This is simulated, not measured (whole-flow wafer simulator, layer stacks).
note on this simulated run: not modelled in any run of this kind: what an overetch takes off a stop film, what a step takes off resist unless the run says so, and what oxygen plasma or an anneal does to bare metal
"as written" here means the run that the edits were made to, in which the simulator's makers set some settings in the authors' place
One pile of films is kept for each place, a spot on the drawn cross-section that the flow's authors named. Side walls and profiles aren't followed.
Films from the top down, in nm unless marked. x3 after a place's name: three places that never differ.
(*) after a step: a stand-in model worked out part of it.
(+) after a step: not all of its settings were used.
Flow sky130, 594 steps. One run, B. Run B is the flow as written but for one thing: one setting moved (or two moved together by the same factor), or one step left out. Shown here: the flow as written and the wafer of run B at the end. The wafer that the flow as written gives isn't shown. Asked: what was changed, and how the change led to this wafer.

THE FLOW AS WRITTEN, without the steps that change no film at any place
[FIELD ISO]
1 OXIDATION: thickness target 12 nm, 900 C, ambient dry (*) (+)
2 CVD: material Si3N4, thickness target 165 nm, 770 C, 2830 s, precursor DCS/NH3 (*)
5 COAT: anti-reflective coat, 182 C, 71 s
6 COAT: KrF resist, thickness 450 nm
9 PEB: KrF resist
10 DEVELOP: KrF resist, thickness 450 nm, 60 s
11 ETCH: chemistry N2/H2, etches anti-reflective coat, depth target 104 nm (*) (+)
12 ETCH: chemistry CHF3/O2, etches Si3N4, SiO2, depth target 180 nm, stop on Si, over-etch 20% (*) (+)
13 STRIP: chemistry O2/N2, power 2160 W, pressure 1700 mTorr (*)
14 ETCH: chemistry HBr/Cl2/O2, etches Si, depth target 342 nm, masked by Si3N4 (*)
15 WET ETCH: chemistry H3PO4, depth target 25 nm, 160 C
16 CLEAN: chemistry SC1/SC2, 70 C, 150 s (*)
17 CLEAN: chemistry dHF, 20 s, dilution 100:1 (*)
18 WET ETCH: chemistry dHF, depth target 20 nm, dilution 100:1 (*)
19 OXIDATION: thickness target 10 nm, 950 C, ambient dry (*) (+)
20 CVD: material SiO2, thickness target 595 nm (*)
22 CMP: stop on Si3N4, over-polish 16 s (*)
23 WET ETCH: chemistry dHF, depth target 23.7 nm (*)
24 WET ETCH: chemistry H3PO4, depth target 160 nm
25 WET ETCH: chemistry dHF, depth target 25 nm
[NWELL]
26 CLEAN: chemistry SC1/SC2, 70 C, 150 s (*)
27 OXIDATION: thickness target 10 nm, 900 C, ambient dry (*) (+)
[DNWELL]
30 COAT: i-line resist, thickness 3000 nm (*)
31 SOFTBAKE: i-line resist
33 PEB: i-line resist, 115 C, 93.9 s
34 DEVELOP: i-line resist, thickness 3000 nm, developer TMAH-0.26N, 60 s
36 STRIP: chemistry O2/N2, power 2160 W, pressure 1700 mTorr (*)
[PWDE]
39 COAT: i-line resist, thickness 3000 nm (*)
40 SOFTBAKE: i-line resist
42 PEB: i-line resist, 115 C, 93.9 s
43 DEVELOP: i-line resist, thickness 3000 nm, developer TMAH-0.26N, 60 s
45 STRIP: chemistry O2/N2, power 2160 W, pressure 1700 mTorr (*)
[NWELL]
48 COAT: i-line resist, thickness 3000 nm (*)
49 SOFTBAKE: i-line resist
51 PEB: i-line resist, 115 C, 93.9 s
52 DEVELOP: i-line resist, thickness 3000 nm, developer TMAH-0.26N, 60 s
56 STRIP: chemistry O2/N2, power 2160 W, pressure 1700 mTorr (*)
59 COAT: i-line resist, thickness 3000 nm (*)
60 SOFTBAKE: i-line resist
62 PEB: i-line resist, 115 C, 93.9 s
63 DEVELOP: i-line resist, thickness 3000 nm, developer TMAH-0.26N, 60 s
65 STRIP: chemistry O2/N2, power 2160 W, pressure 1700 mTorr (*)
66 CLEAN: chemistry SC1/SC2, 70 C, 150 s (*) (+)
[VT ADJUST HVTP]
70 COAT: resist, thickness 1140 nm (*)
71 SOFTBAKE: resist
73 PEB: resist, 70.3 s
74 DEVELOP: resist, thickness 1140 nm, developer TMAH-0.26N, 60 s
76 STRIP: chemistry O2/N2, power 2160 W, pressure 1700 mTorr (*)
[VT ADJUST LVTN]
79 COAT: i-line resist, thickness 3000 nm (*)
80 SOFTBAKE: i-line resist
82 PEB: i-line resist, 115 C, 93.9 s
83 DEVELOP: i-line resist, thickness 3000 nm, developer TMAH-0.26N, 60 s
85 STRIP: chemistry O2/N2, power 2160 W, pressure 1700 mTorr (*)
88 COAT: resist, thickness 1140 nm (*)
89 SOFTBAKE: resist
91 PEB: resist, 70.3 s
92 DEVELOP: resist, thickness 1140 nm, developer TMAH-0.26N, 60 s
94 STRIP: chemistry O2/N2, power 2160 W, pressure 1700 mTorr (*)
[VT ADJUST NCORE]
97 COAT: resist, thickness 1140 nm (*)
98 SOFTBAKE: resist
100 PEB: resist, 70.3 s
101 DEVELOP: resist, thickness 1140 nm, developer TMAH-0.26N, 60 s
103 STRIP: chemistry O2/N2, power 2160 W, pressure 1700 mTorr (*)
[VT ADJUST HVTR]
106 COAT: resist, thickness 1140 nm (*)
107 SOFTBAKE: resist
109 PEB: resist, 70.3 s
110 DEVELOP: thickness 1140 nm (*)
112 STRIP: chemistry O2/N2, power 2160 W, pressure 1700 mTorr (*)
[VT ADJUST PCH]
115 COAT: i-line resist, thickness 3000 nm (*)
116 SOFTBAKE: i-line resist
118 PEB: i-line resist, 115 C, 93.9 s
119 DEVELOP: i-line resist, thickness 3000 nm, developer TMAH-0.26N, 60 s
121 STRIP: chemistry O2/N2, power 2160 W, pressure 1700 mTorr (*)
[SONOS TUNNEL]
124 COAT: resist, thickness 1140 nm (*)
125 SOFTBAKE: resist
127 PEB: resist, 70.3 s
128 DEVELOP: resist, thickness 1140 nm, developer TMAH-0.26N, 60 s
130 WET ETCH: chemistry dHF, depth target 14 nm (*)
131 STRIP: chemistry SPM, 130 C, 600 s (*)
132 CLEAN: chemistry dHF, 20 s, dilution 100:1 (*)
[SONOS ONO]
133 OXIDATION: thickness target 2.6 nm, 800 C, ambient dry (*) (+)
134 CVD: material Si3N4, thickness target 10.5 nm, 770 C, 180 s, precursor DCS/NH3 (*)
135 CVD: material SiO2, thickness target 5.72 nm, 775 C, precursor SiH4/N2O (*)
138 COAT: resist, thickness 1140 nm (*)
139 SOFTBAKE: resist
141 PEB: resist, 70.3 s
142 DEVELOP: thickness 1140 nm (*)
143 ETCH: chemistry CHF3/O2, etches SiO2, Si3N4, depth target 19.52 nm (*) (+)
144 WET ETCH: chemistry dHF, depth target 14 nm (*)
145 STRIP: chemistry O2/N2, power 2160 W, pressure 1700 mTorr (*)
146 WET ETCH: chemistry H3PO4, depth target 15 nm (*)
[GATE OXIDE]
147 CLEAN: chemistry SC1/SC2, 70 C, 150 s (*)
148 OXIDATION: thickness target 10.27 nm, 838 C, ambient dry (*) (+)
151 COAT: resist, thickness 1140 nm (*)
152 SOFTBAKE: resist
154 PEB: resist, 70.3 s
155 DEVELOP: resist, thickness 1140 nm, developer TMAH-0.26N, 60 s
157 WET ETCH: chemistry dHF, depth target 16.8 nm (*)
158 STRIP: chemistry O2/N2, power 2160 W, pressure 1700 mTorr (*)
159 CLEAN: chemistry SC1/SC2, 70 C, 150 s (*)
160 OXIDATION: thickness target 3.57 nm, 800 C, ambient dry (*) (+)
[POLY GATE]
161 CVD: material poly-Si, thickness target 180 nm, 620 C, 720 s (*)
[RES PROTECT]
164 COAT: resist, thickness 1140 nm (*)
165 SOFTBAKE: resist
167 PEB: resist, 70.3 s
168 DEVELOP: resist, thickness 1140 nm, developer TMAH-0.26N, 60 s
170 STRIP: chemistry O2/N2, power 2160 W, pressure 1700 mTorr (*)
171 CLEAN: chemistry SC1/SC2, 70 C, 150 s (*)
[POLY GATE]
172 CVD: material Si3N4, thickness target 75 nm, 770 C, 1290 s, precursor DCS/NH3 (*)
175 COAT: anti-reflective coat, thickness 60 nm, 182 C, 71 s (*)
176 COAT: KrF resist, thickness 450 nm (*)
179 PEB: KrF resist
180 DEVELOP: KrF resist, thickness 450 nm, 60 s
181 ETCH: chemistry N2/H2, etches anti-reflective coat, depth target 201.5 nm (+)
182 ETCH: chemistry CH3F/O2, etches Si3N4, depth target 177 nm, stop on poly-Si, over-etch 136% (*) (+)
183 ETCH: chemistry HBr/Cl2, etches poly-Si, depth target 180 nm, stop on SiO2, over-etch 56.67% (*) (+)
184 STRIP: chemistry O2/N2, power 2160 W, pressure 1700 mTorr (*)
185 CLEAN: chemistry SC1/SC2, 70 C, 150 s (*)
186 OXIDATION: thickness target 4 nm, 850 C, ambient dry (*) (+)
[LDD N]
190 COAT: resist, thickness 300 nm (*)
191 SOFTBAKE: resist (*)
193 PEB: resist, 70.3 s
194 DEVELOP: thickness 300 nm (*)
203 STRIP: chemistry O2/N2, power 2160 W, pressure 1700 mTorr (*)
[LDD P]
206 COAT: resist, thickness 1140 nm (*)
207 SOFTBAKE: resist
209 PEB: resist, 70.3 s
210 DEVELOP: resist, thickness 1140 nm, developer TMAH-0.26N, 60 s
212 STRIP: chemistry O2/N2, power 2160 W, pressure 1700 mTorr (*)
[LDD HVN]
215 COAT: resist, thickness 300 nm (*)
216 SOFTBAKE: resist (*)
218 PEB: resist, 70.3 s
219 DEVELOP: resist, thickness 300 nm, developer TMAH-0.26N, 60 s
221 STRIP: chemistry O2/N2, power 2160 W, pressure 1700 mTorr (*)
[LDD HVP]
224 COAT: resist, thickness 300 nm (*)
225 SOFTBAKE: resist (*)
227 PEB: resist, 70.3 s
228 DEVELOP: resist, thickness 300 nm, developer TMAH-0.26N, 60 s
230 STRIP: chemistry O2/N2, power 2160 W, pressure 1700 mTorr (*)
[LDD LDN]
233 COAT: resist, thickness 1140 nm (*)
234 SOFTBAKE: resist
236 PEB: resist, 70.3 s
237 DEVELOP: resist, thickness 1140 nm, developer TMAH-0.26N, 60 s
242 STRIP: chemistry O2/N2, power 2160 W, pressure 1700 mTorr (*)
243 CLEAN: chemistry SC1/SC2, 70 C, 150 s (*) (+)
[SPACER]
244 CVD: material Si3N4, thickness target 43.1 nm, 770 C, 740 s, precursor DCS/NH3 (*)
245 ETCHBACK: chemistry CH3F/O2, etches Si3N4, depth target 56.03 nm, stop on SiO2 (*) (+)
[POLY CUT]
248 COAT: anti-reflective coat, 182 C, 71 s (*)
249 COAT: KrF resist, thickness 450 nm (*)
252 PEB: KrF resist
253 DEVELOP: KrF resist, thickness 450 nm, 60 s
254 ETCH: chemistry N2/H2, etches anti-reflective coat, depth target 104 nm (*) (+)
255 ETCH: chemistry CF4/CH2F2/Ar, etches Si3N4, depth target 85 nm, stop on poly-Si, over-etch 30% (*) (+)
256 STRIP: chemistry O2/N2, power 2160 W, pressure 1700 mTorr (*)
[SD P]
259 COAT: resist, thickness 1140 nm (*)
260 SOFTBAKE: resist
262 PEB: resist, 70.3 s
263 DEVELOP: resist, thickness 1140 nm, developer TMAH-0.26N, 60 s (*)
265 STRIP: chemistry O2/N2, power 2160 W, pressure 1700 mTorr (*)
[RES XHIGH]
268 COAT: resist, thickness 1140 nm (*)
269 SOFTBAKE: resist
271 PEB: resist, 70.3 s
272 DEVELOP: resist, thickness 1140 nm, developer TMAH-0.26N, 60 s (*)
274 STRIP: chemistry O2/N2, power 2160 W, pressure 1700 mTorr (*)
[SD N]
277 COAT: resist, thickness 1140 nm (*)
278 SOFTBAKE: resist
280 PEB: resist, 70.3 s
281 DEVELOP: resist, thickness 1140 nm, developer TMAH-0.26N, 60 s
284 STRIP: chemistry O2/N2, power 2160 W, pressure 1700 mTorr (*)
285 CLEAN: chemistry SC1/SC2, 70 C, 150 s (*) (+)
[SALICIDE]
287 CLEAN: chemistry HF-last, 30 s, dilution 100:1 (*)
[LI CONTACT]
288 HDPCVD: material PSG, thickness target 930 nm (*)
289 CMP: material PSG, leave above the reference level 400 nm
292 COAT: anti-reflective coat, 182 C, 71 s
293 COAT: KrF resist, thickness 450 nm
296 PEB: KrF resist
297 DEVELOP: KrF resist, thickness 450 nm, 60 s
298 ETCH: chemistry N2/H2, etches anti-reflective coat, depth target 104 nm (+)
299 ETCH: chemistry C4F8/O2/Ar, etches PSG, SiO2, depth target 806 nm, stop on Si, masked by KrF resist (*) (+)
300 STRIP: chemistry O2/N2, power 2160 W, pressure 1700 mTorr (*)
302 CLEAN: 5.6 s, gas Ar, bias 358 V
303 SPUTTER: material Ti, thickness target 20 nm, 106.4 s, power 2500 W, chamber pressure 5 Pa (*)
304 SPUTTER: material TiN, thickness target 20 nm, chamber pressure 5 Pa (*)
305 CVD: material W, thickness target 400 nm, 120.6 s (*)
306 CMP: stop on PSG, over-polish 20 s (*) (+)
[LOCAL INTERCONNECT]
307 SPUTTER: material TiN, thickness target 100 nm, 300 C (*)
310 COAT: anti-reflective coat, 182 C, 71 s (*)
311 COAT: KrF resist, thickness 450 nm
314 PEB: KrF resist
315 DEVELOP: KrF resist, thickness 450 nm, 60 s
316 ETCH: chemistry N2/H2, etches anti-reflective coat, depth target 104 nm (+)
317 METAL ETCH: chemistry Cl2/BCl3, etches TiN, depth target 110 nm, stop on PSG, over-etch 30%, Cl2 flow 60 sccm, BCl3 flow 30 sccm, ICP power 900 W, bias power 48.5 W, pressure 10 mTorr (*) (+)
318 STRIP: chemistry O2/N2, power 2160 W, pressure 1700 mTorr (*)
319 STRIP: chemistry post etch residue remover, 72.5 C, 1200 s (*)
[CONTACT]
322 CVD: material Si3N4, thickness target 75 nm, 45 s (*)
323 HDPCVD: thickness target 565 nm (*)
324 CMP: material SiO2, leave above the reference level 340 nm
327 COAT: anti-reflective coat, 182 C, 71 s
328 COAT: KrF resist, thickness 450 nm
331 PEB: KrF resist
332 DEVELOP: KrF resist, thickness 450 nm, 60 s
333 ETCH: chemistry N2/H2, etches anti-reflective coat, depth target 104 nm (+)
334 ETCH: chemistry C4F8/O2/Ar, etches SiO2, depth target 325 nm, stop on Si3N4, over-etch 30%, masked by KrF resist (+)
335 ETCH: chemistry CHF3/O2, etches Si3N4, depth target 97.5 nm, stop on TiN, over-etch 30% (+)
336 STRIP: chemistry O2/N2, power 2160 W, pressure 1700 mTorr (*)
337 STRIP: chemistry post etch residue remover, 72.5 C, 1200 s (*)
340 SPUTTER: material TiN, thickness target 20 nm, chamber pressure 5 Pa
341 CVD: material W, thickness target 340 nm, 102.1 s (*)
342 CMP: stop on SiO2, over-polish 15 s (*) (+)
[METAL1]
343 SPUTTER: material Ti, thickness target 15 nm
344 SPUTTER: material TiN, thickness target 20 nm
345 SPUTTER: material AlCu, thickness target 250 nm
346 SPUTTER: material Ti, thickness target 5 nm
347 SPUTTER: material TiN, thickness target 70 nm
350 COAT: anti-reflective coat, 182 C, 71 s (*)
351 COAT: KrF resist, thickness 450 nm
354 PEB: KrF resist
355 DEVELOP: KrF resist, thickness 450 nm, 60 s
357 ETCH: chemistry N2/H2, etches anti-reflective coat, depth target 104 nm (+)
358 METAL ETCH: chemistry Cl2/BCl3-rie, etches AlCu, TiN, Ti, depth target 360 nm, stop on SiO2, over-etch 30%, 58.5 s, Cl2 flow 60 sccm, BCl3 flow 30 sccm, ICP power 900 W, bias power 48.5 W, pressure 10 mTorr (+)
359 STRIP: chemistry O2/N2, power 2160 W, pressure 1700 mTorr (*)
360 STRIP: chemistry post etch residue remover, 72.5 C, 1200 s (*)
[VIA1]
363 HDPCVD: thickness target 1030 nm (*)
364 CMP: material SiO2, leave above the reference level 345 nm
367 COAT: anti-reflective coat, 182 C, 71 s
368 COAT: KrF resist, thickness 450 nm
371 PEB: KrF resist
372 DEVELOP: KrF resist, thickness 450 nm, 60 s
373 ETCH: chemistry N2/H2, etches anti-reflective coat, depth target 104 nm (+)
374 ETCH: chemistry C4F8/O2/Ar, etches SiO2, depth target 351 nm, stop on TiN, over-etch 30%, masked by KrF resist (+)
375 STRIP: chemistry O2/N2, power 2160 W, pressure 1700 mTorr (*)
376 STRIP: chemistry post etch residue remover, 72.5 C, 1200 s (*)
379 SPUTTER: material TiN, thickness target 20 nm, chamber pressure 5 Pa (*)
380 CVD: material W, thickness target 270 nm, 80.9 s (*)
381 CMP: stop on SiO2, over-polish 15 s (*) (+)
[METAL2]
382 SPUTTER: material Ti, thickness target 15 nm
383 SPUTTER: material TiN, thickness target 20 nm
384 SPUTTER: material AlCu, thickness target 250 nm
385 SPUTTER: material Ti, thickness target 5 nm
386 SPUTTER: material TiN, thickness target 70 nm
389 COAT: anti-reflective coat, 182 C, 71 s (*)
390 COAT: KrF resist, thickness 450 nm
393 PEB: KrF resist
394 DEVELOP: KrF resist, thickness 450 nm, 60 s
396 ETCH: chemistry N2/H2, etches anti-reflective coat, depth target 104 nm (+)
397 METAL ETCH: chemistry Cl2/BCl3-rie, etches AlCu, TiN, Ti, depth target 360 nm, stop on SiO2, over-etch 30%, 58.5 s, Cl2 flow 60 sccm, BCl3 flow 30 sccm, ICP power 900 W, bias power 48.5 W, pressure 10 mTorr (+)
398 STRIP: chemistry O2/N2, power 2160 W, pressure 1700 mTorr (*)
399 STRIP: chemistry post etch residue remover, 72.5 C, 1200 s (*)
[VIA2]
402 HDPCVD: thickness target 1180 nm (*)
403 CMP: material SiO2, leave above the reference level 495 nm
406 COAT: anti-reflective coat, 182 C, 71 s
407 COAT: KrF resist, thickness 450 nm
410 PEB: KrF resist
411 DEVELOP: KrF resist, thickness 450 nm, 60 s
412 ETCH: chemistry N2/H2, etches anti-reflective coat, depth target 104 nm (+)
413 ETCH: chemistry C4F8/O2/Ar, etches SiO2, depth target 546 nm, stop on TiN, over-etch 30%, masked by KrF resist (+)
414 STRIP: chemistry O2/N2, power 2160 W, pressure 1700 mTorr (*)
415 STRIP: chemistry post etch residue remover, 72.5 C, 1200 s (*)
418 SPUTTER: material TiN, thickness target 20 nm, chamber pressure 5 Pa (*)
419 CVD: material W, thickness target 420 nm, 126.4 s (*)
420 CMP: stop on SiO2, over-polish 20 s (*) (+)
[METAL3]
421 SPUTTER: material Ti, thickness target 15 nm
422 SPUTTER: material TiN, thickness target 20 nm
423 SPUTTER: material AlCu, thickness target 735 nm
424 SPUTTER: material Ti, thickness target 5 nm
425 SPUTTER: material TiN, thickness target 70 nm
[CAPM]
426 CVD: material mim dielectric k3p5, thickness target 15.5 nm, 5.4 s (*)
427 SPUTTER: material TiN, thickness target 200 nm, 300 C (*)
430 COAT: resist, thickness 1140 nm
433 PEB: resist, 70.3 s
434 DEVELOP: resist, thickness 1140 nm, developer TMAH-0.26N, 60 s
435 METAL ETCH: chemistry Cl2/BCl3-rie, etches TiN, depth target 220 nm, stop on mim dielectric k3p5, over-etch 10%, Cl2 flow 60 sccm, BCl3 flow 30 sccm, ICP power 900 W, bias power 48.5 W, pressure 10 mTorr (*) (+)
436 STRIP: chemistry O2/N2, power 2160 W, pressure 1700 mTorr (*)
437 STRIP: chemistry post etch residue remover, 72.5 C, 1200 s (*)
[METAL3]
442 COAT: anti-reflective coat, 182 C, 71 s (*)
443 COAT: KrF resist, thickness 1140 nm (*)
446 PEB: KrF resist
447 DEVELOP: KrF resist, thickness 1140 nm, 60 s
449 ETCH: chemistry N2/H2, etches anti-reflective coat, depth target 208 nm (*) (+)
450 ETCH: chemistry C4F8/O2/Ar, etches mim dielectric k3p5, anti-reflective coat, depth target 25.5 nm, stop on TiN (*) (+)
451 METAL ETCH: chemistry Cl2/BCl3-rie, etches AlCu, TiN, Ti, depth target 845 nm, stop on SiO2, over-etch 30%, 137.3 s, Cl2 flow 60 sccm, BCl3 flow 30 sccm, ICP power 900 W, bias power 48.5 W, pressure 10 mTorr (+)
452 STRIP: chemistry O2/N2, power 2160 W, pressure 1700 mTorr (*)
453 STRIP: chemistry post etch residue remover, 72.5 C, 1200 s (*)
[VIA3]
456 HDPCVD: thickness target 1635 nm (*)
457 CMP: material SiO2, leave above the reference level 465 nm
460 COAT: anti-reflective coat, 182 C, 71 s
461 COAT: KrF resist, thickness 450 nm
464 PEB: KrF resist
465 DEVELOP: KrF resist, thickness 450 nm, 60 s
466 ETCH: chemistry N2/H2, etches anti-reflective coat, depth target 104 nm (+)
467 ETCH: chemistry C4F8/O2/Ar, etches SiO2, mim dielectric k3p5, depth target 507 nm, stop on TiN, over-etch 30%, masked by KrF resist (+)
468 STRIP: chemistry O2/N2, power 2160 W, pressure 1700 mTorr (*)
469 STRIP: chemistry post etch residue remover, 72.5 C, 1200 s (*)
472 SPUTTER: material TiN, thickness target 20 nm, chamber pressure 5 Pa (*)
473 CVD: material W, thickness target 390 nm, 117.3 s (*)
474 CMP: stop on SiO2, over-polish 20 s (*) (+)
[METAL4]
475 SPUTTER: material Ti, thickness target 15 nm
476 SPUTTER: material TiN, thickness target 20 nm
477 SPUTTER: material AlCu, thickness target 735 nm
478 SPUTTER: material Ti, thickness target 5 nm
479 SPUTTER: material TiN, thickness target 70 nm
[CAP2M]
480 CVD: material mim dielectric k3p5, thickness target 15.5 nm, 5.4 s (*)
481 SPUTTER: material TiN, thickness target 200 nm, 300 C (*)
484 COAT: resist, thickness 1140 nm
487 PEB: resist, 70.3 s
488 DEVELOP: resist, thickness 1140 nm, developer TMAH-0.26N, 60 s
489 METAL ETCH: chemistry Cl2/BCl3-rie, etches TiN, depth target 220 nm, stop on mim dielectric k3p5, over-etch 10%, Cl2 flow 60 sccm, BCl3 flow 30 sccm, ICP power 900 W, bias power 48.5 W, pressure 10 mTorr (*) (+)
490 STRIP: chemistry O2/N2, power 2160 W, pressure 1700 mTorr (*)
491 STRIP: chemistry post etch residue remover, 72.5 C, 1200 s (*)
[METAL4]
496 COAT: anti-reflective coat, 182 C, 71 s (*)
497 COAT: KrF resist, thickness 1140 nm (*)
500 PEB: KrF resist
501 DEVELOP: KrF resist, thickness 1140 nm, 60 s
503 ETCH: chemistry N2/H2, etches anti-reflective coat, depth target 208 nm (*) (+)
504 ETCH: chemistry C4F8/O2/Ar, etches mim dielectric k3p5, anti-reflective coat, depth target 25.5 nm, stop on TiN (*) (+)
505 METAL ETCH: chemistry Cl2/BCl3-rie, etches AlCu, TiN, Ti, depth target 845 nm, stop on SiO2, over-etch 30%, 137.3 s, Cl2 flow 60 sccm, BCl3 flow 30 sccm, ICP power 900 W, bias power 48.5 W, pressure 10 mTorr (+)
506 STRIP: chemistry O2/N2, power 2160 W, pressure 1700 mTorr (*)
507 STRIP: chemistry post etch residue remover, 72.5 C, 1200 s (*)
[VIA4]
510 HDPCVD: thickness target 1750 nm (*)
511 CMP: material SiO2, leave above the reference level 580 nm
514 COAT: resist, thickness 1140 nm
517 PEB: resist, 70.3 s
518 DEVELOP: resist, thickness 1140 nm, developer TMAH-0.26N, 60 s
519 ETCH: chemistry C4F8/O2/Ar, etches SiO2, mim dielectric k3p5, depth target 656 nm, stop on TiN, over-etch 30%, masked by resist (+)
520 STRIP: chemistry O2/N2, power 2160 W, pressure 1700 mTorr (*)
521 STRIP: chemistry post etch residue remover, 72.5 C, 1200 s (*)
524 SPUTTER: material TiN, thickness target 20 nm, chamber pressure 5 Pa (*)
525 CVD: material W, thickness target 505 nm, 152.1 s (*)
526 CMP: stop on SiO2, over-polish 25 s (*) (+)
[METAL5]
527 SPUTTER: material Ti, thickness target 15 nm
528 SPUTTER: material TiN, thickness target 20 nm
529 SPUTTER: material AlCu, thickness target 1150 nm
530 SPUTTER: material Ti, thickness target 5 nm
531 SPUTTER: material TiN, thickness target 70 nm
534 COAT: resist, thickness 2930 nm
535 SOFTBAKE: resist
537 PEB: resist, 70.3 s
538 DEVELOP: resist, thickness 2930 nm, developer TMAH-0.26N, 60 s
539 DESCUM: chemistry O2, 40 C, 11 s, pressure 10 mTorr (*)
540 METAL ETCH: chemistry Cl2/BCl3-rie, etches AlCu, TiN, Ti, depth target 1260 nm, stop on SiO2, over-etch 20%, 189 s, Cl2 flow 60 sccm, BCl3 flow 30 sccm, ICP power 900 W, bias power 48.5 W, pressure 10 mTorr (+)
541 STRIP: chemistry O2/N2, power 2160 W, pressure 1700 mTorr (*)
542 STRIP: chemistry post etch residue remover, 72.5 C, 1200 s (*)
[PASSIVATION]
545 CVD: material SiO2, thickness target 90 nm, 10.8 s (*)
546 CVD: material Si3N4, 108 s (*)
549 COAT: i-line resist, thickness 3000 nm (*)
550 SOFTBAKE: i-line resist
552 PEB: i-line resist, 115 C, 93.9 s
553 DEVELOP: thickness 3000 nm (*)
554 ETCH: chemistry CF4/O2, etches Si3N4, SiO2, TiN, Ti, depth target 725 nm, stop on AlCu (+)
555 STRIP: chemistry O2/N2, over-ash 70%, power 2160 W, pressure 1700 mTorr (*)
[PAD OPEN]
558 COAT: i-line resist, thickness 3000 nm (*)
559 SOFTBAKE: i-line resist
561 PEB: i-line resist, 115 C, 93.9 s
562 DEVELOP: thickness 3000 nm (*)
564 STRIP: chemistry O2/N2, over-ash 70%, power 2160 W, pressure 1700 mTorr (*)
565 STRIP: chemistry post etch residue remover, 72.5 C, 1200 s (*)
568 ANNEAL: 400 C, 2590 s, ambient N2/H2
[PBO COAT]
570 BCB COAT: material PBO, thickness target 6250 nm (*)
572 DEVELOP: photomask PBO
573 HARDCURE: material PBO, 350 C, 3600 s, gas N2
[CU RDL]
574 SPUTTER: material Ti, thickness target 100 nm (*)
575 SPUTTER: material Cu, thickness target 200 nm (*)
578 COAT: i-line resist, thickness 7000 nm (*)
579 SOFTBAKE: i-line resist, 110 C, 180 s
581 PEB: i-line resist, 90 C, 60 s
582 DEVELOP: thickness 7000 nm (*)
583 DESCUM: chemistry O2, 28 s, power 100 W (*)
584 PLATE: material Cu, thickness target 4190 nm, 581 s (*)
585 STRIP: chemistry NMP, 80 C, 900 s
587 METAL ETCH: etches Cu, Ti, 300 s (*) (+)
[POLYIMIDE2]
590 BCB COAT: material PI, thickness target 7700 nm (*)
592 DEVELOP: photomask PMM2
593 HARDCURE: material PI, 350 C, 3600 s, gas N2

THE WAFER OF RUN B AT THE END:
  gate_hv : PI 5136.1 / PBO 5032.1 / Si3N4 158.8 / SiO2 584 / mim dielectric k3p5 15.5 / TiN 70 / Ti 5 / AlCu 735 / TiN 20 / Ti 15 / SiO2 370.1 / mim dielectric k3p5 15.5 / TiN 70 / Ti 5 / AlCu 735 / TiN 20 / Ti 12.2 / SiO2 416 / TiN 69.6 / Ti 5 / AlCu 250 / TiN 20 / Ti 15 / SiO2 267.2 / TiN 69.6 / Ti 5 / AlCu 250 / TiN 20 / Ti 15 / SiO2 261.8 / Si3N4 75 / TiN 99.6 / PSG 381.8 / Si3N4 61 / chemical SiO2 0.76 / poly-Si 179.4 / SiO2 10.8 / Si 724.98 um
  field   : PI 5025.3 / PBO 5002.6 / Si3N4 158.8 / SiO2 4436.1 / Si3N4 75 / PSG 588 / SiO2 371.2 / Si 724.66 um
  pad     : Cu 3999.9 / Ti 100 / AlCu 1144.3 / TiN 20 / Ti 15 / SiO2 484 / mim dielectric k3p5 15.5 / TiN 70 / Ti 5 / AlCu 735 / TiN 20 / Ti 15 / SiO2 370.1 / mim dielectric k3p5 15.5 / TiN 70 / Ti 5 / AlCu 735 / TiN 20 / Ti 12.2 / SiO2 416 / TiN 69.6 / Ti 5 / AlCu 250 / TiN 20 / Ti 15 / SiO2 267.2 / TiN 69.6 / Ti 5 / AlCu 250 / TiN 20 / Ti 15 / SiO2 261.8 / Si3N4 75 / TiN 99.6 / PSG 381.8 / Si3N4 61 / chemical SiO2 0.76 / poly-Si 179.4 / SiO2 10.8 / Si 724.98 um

The cause: step 421, SPUTTER: thickness target 12.2 nm was run, where the flow has thickness target 15 nm.
It can be read off the wafer: gate_hv has Ti 12.2, and step 421 as written asks for 15 nm.

How the change led to this, step by step:
  421 SPUTTER: material Ti, thickness target 15 nm
      field, active, n_well and 188 more: Ti +12.2 (new film) (as written it would be: Ti +15 (new film))
  451 METAL ETCH: chemistry Cl2/BCl3-rie, etches AlCu, TiN, Ti, depth target 845 nm, stop on SiO2, over-etch 30%, 137.3 s, Cl2 flow 60 sccm, BCl3 flow 30 sccm, ICP power 900 W, bias power 48.5 W, pressure 10 mTorr (+)
      field, gate, spacer and 68 more: TiN -70 (all of it), Ti -5 (all of it), AlCu -735 (all of it), TiN -20 (all of it), Ti -12.2 (all of it), SiO2 -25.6 (as written it would be: TiN -70 (all of it), Ti -5 (all of it), AlCu -735 (all of it), TiN -20 (all of it), Ti -15 (all of it), SiO2 -25.4)
      active, vpp_ln, vpp_iso2 and 11 more: TiN -70 (all of it), Ti -5 (all of it), AlCu -735 (all of it), TiN -20 (all of it), Ti -12.2 (all of it), SiO2 -25.6 (as written it would be: TiN -70 (all of it), Ti -5 (all of it), AlCu -735 (all of it), TiN -20 (all of it), Ti -15 (all of it), SiO2 -25.3)
